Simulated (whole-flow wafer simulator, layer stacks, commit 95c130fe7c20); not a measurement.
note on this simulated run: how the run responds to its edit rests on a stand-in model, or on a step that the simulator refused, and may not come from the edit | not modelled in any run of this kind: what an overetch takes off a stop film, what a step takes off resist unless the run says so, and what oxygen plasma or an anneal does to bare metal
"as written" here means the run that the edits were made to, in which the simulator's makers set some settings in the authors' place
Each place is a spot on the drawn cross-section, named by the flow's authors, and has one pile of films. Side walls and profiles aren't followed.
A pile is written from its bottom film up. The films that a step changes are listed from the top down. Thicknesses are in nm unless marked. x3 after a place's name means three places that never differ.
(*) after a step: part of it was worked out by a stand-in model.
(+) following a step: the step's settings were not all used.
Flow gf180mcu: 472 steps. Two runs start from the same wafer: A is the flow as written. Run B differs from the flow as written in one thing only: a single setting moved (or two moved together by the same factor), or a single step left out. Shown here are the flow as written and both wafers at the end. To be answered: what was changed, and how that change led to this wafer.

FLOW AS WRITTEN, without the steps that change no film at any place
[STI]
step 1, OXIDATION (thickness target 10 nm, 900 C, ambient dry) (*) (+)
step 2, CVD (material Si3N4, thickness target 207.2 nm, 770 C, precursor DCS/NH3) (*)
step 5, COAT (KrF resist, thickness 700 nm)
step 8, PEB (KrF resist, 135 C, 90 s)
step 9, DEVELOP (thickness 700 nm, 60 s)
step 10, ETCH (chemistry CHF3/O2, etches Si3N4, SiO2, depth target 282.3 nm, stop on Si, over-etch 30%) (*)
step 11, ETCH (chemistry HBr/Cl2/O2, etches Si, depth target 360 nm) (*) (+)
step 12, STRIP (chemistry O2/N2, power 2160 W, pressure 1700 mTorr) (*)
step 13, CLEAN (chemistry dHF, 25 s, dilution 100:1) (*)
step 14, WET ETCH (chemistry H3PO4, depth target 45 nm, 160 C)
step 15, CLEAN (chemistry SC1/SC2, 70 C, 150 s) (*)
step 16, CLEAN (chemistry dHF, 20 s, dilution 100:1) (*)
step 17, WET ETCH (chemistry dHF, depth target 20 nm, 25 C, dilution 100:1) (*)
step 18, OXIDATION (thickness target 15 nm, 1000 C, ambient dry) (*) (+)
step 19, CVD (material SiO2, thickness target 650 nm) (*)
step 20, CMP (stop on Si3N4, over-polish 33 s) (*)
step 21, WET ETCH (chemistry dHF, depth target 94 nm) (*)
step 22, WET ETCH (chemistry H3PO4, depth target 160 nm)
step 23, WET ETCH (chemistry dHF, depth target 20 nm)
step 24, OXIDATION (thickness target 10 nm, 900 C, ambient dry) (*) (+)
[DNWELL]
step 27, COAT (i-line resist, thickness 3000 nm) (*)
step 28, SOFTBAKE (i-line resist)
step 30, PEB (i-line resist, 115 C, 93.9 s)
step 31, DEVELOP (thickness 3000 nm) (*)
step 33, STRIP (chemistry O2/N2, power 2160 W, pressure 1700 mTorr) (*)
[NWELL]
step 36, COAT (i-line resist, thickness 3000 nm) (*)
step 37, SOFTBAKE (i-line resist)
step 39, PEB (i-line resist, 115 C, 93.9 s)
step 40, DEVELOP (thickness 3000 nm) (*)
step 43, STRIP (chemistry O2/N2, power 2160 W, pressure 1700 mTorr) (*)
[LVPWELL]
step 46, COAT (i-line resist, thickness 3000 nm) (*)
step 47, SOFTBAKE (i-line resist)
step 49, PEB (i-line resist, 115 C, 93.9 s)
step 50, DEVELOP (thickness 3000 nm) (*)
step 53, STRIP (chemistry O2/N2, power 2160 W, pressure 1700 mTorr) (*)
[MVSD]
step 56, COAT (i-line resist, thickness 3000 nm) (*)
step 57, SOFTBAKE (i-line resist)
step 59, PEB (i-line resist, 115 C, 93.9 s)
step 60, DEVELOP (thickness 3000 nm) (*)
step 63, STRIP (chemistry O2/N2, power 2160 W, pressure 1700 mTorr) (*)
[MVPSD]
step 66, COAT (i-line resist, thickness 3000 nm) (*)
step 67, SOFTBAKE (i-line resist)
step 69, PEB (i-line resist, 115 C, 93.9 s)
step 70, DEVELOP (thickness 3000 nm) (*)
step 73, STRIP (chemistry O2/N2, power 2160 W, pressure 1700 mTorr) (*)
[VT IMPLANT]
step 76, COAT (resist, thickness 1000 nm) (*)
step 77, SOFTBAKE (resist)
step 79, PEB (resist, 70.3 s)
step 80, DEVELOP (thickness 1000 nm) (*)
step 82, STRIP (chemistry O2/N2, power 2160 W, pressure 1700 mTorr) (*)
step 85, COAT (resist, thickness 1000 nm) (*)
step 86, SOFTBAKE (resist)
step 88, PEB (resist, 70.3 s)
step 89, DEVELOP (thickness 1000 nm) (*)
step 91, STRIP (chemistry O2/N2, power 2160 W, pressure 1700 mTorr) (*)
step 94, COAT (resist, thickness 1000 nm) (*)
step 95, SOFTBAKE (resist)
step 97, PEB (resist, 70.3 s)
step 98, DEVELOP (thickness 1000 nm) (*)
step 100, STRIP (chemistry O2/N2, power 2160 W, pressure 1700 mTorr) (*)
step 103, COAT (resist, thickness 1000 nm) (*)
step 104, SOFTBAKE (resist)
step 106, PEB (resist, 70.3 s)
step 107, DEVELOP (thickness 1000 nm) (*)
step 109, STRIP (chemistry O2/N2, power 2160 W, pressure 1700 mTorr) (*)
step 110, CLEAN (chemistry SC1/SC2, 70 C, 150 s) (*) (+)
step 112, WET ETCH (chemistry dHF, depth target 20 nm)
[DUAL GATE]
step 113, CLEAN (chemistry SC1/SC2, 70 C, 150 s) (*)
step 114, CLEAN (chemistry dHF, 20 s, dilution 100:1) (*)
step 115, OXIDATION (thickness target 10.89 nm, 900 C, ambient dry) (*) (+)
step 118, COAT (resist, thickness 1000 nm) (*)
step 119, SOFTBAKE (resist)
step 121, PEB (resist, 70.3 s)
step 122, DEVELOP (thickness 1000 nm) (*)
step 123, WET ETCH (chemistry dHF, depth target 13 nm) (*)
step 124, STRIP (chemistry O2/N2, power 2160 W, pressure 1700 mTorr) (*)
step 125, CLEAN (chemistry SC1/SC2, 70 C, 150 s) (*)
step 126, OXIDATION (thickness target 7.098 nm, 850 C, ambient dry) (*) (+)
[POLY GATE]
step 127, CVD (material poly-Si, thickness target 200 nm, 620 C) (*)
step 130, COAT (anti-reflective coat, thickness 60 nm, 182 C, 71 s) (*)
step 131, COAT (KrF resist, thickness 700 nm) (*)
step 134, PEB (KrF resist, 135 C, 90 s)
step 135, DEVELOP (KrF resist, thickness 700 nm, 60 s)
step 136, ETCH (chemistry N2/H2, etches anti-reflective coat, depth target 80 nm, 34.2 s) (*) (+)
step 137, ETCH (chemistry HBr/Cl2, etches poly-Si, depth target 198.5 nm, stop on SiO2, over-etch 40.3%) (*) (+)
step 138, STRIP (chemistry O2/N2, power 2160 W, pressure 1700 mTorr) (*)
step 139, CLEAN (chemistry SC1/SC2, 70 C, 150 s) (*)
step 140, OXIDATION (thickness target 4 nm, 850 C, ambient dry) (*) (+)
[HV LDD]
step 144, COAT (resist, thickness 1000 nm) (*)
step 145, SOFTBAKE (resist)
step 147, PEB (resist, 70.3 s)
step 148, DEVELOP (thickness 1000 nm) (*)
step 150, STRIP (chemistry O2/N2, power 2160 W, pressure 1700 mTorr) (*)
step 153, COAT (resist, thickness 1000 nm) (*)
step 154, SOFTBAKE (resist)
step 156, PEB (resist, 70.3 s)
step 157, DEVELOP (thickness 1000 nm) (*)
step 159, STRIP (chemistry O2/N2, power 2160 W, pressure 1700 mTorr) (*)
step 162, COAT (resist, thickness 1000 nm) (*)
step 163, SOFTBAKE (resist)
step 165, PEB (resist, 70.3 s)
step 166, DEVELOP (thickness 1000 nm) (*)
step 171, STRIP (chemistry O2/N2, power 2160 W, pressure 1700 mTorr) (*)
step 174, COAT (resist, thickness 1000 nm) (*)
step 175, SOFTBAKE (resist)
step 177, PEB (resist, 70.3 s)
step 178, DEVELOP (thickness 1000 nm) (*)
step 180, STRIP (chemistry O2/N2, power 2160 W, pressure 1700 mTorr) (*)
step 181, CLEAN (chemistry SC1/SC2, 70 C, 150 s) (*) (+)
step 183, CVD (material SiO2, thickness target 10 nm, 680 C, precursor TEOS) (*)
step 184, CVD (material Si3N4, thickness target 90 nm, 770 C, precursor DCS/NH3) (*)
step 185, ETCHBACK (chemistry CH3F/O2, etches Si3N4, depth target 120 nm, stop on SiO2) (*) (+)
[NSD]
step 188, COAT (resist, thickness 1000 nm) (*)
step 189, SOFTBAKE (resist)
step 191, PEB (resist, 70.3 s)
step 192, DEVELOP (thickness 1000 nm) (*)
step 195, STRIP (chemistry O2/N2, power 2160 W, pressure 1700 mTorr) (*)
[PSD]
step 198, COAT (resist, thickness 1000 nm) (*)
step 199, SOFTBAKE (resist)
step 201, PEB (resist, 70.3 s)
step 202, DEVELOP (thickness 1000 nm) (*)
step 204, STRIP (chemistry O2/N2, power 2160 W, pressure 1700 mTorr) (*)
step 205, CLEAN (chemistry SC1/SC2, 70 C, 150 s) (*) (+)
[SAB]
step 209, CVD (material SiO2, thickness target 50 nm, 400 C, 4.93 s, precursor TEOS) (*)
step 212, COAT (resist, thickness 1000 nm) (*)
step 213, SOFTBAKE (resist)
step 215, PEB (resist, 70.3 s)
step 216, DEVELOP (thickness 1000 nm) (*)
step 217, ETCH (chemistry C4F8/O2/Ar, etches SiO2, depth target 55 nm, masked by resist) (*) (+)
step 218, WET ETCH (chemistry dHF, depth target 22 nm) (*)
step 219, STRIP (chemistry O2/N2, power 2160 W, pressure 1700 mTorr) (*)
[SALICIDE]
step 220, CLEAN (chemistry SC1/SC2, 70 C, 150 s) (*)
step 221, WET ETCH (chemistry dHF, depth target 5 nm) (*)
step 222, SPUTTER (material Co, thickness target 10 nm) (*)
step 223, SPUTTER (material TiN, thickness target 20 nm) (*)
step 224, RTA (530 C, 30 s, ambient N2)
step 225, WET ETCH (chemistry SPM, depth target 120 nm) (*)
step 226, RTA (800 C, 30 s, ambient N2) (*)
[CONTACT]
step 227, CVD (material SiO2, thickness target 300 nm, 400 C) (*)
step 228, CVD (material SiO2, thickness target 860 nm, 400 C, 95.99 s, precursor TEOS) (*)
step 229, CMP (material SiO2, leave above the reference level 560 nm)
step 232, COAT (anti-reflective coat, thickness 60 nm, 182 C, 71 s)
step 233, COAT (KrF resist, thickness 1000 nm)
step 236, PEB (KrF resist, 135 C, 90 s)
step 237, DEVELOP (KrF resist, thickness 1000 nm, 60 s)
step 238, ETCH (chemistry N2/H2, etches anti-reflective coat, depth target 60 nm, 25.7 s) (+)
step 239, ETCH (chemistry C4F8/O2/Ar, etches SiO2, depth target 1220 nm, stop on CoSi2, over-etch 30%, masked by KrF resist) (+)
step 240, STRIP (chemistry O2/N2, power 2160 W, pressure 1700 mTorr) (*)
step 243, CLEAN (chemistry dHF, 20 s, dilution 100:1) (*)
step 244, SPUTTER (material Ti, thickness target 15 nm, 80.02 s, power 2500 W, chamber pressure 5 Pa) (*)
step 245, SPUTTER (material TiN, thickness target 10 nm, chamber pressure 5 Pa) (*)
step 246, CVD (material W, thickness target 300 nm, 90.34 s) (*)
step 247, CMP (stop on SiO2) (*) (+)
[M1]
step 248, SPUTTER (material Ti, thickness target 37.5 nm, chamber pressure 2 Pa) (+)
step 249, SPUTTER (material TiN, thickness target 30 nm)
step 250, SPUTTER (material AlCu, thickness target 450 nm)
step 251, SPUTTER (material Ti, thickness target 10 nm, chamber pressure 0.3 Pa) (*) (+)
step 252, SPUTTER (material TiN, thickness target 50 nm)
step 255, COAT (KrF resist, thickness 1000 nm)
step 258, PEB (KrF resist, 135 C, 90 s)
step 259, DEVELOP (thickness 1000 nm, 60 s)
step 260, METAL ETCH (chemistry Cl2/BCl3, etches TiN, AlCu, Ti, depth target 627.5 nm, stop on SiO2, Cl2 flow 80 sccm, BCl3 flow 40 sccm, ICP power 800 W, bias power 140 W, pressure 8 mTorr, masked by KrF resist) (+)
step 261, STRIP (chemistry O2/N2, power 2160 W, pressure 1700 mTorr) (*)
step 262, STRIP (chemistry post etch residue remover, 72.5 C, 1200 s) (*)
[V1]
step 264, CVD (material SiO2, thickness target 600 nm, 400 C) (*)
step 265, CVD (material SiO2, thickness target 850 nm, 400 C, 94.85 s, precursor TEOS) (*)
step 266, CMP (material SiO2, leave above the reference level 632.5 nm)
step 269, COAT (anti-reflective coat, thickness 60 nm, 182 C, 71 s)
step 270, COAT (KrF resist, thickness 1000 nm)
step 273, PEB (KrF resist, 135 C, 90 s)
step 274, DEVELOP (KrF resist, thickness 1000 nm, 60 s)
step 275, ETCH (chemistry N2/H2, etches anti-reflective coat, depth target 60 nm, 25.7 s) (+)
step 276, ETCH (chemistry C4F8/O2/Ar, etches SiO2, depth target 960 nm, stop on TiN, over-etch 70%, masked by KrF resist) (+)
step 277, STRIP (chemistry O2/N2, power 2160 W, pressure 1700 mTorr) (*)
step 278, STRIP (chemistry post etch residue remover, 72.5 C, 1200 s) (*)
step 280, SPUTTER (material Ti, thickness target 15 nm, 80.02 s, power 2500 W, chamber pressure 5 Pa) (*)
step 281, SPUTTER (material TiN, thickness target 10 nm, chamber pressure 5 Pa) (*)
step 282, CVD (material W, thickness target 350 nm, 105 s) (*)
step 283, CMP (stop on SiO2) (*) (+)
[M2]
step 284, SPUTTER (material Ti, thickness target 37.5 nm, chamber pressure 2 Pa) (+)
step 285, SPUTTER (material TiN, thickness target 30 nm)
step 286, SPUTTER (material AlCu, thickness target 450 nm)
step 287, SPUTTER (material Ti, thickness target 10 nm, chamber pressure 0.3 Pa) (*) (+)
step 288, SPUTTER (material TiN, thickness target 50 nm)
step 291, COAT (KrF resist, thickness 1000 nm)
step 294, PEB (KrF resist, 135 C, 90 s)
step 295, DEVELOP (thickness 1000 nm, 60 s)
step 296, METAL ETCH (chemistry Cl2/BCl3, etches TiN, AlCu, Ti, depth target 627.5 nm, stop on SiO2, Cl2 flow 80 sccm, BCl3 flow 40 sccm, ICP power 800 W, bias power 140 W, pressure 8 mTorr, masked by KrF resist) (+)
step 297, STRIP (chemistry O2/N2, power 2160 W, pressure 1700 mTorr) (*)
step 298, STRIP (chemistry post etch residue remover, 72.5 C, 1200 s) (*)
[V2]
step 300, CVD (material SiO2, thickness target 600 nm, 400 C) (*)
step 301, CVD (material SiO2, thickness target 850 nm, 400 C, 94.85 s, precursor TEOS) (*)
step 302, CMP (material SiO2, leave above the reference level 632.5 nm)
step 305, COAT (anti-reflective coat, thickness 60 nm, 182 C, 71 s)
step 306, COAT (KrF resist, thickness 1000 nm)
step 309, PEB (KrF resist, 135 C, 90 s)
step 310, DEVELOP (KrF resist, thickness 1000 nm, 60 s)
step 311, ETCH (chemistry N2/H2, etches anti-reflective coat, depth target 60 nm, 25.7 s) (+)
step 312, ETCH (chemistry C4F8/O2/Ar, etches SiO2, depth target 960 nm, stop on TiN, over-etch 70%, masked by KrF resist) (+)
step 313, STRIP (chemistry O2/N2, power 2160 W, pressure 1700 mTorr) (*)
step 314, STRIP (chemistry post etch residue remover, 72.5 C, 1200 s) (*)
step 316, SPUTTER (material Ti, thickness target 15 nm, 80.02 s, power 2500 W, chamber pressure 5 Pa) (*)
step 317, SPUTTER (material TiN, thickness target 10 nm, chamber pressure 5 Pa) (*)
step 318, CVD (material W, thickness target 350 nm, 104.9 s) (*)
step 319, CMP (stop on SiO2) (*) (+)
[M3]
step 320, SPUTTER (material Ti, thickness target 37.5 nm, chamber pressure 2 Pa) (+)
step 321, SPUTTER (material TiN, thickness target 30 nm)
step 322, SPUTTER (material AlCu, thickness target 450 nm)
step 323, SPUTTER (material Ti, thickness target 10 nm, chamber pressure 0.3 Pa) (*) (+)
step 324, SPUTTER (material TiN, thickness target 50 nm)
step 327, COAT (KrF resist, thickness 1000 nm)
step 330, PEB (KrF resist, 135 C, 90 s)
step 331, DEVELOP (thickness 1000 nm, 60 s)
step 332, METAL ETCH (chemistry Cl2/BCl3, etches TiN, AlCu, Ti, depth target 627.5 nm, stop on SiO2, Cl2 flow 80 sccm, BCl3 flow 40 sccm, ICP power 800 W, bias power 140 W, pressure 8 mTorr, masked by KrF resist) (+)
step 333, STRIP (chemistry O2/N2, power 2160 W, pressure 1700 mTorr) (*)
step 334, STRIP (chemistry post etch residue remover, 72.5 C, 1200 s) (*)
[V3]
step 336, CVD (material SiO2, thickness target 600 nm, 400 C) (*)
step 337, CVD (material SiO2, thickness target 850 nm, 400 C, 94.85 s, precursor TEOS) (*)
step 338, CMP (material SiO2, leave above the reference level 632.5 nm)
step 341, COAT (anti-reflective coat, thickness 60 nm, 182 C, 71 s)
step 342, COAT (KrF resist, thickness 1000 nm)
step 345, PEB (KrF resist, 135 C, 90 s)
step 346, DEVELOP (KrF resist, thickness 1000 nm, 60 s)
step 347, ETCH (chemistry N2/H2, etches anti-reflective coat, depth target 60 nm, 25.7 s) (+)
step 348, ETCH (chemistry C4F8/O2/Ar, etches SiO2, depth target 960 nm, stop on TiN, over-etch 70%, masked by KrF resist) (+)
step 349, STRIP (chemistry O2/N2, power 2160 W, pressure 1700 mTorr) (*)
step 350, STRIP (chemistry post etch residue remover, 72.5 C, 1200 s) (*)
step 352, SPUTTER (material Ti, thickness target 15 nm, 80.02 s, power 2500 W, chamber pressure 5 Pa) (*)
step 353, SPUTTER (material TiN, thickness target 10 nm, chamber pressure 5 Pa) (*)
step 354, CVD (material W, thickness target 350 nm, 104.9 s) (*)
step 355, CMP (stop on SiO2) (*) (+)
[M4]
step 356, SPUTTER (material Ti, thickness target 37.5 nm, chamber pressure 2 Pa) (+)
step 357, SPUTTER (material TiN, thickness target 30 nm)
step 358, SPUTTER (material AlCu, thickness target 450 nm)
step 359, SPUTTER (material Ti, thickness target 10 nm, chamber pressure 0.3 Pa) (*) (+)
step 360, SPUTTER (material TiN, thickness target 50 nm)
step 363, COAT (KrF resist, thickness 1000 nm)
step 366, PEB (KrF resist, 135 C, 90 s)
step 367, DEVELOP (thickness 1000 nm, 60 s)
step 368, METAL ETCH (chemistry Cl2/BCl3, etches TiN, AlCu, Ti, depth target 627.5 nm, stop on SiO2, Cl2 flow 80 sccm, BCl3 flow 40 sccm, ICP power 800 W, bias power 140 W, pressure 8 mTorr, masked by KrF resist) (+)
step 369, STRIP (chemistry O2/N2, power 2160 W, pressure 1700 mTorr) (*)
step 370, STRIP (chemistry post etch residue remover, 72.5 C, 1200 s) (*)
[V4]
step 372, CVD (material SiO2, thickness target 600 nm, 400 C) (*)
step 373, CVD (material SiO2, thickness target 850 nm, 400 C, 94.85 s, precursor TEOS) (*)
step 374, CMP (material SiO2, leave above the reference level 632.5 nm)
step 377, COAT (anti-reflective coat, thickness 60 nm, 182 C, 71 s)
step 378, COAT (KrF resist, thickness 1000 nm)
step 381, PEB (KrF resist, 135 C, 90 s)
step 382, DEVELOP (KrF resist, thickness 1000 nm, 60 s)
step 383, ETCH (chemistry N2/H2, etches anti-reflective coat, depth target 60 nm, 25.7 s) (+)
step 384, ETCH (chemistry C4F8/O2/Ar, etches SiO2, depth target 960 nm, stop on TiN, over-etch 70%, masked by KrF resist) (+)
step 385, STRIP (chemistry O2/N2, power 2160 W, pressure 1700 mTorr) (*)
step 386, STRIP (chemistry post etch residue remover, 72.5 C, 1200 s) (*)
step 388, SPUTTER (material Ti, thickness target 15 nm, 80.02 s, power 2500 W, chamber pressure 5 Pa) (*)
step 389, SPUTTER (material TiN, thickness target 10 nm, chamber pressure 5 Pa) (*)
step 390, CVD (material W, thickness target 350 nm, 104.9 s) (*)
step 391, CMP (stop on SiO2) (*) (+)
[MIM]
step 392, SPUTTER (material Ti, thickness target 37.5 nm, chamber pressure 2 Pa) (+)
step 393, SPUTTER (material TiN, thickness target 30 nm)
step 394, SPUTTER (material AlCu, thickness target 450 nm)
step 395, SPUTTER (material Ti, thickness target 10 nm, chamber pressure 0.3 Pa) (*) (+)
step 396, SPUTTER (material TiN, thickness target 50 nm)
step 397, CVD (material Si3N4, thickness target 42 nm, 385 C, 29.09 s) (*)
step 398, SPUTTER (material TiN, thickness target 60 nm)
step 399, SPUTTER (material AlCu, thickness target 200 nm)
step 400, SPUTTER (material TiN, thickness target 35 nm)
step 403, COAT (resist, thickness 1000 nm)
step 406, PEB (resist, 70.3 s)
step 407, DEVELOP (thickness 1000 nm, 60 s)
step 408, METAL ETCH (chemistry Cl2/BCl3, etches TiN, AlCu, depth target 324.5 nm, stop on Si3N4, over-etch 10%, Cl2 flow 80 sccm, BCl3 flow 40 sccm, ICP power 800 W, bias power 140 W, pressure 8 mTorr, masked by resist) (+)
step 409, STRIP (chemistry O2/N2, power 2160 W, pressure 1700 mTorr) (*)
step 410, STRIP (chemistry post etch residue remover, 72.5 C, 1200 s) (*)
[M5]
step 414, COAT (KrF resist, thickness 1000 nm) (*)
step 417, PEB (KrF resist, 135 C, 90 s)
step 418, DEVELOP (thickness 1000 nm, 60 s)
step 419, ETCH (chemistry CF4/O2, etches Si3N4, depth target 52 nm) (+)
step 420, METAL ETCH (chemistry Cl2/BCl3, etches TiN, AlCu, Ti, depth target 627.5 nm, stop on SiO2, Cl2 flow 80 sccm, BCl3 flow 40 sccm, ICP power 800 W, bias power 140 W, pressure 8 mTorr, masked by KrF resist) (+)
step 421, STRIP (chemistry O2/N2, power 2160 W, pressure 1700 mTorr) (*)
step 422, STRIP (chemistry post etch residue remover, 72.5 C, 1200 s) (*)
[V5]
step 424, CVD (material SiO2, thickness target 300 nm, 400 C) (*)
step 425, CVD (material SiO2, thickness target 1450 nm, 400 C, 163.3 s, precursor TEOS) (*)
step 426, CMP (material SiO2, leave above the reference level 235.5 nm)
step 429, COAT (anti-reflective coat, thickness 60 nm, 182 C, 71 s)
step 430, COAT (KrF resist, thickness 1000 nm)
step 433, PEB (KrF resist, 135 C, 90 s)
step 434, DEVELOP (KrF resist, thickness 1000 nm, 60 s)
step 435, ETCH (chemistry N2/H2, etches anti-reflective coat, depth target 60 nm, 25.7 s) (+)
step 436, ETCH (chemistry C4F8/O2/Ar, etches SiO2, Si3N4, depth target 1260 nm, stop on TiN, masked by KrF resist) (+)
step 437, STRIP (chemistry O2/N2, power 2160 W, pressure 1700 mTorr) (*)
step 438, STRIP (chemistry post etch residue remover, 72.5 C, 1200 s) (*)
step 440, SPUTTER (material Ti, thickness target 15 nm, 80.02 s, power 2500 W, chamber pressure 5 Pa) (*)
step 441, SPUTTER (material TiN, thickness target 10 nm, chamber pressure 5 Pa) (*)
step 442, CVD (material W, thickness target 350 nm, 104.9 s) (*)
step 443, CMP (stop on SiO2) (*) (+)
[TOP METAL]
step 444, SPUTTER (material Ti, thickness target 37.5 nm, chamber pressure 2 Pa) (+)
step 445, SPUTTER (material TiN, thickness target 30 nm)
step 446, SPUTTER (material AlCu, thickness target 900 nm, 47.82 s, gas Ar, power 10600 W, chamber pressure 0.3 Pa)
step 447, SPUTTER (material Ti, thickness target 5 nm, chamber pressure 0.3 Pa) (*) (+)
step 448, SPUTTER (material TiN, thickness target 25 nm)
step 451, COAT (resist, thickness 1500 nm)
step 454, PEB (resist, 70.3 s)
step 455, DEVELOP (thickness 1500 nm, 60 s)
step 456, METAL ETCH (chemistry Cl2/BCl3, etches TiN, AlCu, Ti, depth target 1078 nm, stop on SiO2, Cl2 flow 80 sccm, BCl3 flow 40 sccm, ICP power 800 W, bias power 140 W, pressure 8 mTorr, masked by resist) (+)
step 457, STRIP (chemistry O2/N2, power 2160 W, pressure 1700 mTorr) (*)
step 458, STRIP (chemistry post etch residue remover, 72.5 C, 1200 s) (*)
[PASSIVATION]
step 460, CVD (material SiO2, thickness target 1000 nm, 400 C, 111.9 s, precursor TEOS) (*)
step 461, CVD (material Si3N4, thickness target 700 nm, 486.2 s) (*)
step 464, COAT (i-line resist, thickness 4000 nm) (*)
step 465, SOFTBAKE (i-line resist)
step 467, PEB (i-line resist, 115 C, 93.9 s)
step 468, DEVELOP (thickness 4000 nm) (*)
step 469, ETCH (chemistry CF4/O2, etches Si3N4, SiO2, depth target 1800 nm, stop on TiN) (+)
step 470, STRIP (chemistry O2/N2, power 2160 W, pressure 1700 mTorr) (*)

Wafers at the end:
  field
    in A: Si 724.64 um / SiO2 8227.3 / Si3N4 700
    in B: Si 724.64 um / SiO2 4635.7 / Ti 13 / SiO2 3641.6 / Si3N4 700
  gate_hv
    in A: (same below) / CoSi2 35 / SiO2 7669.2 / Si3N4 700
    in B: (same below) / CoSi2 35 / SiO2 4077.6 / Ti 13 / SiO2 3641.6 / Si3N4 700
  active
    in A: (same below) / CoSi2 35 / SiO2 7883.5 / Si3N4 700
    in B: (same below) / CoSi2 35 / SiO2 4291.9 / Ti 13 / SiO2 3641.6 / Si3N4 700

The reason: step 358, SPUTTER: thickness target 513 nm was run, whereas the flow has thickness target 450 nm.

Step by step, how the change led to this:
  step 358, SPUTTER (material AlCu, thickness target 450 nm)
      field, field__w1, field__w2 and 108 more: A +450 AlCu (new film) | B +513 AlCu (new film)
  step 368, METAL ETCH (chemistry Cl2/BCl3, etches TiN, AlCu, Ti, depth target 627.5 nm, stop on SiO2, Cl2 flow 80 sccm, BCl3 flow 40 sccm, ICP power 800 W, bias power 140 W, pressure 8 mTorr, masked by KrF resist) (+)
      field, field__w1, field__w2 and 103 more: A -50 TiN (all of it), -10 Ti (all of it), -450 AlCu (all of it), -30 TiN (all of it), -37.5 Ti (all of it) | B -50 TiN (all of it), -10 Ti (all of it), -513 AlCu (all of it), -30 TiN (all of it), -24.5 Ti
  step 372, CVD (material SiO2, thickness target 600 nm, 400 C) (*)
      field, field__w1, field__w2 and 103 more: A +600 SiO2 | B +600 SiO2 (new film)
  step 374, CMP (material SiO2, leave above the reference level 632.5 nm)
      field, field__w1, field__w2 and 103 more: A -300 SiO2 | B -250 SiO2
Taking metal films that touch as one body, field has 1 body; the flow as written gives 0 bodies.
Taking metal films that touch as one body, gate_hv has 2 bodies (between them, from the top down: SiO2 4077.6); the flow as written gives 1 body.
Taking metal films that touch as one body, active has 2 bodies (between them, from the top down: SiO2 4291.9); the flow as written gives 1 body.
